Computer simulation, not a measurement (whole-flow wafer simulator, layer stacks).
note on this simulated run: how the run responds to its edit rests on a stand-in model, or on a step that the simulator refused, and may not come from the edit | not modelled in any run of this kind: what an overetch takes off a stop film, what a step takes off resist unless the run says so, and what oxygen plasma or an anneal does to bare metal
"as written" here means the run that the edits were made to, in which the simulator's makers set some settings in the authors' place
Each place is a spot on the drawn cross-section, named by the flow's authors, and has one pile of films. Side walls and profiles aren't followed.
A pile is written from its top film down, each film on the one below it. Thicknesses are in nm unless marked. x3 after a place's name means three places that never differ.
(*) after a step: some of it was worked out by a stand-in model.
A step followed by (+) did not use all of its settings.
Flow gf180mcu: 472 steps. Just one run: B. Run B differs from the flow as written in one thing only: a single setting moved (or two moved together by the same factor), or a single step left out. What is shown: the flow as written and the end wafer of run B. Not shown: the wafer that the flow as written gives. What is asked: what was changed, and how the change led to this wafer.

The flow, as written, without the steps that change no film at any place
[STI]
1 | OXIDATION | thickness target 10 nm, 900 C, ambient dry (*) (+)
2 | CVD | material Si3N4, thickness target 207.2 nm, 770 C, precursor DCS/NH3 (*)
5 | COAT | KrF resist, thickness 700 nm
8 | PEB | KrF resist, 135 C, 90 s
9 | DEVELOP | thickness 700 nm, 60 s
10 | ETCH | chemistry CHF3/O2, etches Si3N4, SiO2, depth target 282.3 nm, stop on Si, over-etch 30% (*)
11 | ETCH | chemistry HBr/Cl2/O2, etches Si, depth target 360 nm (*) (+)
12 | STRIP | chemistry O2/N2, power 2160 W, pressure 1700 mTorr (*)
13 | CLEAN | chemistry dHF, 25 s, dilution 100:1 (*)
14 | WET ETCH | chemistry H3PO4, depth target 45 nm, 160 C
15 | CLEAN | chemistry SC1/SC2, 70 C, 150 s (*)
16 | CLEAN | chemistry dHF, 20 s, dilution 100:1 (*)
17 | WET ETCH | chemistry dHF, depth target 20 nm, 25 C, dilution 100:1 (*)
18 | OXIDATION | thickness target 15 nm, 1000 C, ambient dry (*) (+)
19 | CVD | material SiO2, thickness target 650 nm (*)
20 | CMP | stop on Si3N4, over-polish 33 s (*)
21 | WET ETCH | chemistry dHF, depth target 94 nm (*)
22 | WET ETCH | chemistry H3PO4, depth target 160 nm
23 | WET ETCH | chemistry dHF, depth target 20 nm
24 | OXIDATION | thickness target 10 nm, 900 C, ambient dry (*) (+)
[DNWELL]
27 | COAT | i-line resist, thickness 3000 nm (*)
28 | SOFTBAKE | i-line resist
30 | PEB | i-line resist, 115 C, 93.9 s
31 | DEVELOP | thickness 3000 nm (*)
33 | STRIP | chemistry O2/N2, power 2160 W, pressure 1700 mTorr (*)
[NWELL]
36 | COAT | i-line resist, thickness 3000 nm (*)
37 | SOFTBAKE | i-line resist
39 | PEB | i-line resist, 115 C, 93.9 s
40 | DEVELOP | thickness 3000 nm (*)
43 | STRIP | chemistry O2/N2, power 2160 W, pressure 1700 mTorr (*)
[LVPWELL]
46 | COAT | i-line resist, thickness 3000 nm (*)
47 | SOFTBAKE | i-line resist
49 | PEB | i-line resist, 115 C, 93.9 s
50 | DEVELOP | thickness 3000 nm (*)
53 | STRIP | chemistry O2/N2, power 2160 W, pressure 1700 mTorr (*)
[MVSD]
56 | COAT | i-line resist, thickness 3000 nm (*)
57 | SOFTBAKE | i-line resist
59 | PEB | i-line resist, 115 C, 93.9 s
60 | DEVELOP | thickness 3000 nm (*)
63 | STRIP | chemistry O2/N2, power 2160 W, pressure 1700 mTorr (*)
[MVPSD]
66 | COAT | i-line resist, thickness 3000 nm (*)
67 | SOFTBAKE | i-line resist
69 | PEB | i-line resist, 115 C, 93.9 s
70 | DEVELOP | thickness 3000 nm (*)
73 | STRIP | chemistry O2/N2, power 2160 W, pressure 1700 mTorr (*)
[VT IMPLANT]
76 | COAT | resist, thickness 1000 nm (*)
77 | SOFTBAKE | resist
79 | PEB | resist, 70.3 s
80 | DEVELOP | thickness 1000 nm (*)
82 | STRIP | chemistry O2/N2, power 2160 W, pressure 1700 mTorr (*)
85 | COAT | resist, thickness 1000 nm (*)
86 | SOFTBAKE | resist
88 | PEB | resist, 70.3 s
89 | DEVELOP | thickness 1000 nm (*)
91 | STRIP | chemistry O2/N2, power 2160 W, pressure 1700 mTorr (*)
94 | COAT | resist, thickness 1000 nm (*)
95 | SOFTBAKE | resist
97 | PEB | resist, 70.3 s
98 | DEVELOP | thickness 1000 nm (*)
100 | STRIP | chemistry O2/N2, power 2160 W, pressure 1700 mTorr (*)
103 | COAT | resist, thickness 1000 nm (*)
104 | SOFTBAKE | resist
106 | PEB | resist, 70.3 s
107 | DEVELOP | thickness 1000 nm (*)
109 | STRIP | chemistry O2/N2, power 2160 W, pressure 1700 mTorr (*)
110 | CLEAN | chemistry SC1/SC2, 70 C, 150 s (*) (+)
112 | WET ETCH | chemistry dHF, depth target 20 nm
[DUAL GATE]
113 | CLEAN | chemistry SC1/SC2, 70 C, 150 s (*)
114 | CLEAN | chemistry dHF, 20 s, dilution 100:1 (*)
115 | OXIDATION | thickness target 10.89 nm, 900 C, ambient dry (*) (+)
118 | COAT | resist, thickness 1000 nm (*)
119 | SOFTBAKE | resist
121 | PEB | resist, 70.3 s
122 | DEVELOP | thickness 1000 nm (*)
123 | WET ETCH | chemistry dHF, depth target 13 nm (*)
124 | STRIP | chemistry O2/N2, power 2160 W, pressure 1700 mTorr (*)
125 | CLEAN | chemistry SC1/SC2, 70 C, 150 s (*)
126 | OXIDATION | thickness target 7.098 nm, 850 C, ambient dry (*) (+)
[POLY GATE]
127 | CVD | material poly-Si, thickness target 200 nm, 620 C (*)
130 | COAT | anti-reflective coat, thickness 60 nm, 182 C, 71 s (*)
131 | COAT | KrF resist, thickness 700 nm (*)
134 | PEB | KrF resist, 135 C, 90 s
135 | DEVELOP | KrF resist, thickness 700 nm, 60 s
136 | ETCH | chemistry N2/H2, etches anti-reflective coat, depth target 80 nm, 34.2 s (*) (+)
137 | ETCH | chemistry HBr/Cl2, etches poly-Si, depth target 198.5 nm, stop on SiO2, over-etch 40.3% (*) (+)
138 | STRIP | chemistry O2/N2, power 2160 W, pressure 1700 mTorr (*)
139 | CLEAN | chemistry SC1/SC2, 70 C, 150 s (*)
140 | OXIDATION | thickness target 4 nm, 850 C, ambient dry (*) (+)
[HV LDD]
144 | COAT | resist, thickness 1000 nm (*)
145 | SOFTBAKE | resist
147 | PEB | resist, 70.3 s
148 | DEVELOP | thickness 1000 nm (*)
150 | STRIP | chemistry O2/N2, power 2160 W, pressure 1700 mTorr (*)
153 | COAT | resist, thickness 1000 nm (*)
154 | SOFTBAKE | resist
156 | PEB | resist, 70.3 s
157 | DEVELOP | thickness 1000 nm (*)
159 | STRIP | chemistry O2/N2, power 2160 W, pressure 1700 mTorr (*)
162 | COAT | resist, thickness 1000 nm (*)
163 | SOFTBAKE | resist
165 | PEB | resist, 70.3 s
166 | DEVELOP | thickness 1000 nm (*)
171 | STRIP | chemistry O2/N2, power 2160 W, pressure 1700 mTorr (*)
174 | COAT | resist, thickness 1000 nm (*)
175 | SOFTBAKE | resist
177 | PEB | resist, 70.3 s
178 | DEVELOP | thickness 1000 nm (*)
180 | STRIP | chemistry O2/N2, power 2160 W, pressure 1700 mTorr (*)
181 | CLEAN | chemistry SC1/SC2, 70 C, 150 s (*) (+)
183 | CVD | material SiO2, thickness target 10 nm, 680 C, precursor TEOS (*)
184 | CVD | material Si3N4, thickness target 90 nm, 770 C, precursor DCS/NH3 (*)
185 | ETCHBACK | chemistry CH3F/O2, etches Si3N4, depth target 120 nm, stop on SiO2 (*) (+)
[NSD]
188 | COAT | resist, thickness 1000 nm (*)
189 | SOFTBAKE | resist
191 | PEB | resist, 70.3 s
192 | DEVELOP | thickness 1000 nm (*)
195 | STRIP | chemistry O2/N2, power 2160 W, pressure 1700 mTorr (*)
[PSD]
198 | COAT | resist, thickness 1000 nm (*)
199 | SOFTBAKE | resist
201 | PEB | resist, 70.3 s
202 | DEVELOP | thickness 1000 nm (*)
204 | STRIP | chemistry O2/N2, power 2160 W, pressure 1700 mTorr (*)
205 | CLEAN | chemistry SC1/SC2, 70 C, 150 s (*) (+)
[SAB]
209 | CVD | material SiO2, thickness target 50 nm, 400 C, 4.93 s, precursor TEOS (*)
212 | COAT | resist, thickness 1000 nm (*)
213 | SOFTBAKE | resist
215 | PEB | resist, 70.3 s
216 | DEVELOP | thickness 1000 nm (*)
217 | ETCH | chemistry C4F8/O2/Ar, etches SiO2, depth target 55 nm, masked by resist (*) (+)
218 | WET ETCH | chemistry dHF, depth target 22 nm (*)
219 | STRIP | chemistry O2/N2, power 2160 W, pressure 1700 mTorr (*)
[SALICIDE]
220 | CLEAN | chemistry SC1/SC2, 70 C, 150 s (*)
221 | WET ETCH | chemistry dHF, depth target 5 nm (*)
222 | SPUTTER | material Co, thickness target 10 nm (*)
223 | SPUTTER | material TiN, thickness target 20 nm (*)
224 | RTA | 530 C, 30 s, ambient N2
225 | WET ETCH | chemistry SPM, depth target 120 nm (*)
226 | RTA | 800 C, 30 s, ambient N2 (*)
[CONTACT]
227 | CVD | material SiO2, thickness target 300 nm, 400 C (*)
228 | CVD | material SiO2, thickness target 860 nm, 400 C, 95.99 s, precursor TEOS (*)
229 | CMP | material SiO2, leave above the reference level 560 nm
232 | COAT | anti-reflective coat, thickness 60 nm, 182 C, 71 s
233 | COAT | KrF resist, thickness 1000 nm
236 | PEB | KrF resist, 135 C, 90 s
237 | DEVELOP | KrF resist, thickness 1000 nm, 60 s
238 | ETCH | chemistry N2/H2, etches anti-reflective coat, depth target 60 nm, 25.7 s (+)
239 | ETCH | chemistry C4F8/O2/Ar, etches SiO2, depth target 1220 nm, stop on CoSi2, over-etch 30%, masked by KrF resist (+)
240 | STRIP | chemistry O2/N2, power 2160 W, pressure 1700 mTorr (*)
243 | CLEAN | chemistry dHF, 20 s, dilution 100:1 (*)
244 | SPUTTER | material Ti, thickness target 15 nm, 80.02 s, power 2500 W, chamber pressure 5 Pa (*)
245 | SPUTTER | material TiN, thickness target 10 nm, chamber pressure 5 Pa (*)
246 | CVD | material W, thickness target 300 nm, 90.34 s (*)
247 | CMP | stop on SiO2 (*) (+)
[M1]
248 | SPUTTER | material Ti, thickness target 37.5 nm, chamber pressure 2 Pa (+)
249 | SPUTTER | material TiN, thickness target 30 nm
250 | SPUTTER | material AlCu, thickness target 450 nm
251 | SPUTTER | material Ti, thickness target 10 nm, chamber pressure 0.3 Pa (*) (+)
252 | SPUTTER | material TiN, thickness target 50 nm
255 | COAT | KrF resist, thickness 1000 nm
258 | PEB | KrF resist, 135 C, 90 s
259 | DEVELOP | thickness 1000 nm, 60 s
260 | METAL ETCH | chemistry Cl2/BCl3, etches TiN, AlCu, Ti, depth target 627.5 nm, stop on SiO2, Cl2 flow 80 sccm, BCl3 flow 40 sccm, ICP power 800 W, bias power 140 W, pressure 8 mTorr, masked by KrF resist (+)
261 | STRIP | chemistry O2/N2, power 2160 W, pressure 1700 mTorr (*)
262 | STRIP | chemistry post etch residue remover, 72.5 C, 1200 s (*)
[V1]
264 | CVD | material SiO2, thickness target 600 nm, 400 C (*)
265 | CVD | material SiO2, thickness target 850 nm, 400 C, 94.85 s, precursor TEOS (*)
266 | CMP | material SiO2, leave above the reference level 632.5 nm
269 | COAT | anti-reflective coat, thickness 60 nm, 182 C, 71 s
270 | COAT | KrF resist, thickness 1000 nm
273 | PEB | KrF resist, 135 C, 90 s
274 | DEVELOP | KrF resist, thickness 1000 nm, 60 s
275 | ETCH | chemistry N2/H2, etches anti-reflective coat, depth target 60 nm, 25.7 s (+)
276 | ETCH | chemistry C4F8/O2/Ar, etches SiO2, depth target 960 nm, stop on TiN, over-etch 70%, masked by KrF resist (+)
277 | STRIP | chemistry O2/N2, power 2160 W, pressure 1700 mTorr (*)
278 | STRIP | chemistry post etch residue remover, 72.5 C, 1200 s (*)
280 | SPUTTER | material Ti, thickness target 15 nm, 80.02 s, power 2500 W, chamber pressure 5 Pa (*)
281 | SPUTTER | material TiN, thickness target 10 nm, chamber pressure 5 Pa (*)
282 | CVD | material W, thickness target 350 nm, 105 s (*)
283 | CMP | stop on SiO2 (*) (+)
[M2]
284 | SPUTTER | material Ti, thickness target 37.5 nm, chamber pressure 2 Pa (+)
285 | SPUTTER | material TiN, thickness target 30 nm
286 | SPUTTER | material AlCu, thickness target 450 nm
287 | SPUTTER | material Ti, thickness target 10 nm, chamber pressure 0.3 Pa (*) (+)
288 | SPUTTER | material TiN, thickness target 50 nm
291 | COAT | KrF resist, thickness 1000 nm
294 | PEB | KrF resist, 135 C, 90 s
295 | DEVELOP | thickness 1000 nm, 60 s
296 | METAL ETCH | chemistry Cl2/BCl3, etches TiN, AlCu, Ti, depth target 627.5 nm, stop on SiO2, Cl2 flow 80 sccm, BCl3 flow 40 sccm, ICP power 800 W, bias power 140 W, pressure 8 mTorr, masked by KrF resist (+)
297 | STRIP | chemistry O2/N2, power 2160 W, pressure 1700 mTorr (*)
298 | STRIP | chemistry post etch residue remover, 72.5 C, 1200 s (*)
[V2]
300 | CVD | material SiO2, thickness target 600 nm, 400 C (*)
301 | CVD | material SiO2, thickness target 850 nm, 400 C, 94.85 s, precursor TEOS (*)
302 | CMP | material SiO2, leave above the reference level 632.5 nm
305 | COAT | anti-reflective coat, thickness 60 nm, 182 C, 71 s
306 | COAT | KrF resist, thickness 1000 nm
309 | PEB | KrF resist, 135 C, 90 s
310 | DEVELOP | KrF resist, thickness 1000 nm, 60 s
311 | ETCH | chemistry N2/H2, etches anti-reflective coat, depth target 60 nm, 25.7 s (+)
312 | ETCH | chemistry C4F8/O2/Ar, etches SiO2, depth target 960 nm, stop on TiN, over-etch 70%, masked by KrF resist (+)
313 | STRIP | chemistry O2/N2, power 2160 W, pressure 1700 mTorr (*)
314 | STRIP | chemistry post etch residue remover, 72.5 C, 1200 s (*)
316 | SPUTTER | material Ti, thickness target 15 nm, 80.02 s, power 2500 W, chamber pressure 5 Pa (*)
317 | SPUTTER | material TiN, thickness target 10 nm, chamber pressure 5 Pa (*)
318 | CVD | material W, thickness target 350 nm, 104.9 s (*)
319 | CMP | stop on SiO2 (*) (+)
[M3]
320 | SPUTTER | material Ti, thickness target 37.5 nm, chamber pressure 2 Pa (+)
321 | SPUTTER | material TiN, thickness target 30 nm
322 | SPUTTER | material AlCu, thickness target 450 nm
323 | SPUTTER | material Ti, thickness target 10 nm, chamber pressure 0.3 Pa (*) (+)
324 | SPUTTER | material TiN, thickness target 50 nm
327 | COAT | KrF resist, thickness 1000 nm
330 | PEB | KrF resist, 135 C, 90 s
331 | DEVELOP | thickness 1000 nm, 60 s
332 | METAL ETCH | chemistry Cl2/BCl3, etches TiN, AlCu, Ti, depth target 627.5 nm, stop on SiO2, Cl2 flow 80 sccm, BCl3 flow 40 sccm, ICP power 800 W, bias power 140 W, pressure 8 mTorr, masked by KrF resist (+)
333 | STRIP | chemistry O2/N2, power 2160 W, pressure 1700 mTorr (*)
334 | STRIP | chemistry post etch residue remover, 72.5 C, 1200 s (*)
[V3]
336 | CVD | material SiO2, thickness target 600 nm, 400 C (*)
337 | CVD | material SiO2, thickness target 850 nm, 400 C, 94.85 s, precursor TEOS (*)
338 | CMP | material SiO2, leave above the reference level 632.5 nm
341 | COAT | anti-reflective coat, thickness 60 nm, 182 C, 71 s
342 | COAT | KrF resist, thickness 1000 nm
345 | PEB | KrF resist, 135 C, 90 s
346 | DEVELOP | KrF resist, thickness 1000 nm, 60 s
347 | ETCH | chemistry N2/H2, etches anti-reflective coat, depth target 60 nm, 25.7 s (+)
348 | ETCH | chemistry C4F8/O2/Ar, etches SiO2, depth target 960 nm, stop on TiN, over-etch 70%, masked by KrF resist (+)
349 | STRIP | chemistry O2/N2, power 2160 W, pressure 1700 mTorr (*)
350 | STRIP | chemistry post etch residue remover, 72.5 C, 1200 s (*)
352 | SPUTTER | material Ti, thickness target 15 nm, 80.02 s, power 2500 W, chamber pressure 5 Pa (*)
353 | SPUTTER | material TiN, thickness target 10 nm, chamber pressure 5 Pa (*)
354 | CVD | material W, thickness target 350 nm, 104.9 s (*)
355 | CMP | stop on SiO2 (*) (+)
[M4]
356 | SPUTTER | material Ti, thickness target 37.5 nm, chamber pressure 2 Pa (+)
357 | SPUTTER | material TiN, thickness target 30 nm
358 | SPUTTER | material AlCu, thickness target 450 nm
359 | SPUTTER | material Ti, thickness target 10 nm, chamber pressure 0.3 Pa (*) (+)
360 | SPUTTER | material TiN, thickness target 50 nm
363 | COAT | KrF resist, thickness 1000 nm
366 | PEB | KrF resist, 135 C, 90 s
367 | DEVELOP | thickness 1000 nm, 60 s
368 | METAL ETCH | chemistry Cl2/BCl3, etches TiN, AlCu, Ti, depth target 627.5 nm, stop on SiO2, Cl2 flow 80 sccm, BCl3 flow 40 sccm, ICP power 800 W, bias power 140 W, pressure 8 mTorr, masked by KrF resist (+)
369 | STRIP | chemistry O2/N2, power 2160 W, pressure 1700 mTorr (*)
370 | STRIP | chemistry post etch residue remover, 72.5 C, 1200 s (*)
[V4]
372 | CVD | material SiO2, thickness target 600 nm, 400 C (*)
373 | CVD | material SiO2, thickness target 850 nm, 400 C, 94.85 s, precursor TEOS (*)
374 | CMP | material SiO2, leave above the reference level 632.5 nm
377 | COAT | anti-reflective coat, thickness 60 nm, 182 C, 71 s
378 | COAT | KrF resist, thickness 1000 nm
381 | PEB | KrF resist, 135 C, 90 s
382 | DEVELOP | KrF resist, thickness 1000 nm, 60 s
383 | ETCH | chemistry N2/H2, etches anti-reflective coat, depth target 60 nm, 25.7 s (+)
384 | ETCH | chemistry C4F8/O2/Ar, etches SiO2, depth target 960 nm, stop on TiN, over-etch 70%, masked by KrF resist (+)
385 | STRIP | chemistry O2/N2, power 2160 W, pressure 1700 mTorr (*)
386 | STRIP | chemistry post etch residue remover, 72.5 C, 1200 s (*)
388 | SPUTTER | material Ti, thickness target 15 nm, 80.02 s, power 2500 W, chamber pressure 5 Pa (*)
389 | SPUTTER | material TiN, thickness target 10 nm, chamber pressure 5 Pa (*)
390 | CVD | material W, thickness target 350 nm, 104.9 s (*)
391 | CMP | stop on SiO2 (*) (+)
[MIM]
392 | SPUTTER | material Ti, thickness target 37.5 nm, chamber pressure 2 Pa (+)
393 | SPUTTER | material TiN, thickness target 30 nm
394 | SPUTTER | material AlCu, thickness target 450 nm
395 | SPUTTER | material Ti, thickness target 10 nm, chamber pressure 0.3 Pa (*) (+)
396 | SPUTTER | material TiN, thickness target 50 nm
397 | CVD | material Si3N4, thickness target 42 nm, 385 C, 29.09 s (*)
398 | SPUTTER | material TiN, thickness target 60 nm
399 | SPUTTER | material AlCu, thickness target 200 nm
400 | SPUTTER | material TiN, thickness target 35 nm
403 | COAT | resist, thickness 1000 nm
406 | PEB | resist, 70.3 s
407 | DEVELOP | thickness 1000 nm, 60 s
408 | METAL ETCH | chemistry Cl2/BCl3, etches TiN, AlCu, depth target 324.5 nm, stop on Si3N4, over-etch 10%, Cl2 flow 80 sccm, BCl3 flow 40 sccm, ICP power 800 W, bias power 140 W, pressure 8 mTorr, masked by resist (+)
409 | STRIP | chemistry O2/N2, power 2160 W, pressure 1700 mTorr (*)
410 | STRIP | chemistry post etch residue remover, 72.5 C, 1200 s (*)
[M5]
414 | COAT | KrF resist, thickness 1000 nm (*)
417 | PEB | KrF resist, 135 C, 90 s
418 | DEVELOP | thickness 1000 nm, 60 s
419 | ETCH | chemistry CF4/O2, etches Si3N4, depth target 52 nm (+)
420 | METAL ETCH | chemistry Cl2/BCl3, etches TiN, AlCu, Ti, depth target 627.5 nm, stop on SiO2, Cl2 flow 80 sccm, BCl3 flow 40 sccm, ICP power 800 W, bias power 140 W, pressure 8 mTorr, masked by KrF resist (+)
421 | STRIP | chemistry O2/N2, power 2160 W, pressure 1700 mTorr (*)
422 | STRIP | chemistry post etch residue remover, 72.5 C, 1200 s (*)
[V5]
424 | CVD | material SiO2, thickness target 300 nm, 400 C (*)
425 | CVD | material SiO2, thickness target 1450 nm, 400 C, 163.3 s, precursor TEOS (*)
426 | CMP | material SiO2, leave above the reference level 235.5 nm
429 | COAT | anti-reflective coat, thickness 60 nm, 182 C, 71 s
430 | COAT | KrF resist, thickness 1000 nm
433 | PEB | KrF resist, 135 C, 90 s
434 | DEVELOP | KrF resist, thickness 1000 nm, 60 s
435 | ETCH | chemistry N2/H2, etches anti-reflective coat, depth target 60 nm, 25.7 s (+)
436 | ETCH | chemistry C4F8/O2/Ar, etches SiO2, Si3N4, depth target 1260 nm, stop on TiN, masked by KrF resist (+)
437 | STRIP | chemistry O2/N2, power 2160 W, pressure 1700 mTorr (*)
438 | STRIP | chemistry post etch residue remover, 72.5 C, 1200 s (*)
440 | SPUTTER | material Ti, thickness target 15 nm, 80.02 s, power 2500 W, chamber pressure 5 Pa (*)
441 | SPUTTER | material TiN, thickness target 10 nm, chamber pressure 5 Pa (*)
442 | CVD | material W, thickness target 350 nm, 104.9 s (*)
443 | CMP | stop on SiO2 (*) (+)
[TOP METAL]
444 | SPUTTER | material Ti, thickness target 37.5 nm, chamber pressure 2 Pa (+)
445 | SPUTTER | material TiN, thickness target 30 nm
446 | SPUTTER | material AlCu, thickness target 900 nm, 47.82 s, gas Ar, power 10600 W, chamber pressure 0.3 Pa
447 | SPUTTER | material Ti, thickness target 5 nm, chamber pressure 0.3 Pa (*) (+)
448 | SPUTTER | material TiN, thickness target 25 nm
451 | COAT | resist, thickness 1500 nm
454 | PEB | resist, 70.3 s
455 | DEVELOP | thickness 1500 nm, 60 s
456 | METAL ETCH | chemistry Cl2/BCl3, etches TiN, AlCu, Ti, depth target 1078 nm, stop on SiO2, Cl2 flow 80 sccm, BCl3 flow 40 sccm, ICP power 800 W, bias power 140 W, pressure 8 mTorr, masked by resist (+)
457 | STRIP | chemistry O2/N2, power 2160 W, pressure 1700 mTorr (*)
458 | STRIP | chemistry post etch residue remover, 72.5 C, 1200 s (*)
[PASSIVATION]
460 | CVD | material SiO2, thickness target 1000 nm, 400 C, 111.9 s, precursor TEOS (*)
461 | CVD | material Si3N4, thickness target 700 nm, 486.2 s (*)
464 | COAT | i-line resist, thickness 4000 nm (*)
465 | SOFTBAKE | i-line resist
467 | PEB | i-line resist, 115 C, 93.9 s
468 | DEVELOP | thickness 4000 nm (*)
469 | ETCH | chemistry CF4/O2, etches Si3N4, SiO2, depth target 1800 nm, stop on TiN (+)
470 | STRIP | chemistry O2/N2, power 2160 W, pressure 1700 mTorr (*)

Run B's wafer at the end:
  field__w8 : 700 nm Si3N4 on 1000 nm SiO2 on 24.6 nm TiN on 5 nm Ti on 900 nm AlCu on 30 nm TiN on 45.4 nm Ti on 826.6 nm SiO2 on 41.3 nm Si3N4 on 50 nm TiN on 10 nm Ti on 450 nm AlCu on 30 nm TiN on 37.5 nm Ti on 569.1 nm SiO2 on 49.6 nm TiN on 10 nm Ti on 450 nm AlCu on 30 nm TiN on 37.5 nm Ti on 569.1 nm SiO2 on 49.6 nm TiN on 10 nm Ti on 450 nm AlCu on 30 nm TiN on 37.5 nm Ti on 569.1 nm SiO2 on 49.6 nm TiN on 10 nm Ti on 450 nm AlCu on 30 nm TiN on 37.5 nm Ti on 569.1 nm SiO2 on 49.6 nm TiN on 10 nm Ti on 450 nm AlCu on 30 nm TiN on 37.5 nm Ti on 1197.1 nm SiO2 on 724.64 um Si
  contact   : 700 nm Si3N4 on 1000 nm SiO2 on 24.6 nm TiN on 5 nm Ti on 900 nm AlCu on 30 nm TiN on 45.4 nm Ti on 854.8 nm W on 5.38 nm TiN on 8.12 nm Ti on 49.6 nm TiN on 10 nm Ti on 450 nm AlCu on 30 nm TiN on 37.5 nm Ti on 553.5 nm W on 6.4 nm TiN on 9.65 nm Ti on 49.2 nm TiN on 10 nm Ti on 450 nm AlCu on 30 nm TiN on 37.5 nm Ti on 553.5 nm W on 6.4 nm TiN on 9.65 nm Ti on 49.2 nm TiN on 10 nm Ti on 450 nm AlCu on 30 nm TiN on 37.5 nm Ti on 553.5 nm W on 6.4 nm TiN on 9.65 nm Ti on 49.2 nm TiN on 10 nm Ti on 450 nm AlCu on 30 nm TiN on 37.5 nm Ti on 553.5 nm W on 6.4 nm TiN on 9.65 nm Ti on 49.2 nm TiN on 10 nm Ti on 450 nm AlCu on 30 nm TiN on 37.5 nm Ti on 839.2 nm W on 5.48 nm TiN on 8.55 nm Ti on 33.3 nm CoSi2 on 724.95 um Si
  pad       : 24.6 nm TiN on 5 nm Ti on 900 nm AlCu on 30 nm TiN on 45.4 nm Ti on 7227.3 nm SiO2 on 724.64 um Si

Cause: step 444, SPUTTER: thickness target 45.4 nm was run, though the flow has thickness target 37.5 nm.
The wafer itself shows it: field__w8 has Ti 45.4, and step 444 as written asks for 37.5 nm.

The path from the change to this, step by step:
  444 | SPUTTER | material Ti, thickness target 37.5 nm, chamber pressure 2 Pa (+)
      field, field__w1, field__w2 and 109 more: +45.4 Ti (new film) (in the flow as written it would be: +37.5 Ti (new film))
  456 | METAL ETCH | chemistry Cl2/BCl3, etches TiN, AlCu, Ti, depth target 1078 nm, stop on SiO2, Cl2 flow 80 sccm, BCl3 flow 40 sccm, ICP power 800 W, bias power 140 W, pressure 8 mTorr, masked by resist (+)
      field, field__w1, field__w2 and 103 more: -25 TiN (all of it), -5 Ti (all of it), -900 AlCu (all of it), -30 TiN (all of it), -45.4 Ti (all of it) (in the flow as written it would be: -25 TiN (all of it), -5 Ti (all of it), -900 AlCu (all of it), -30 TiN (all of it), -37.5 Ti (all of it))
  465 | SOFTBAKE | i-line resist
      gate: -0.3 i-line resist (in the flow as written it would be: +1.79 i-line resist)
      field__w11, field__w13: +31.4 i-line resist (in the flow as written it would be: +37.6 i-line resist)
      (as well as at 57 more places)
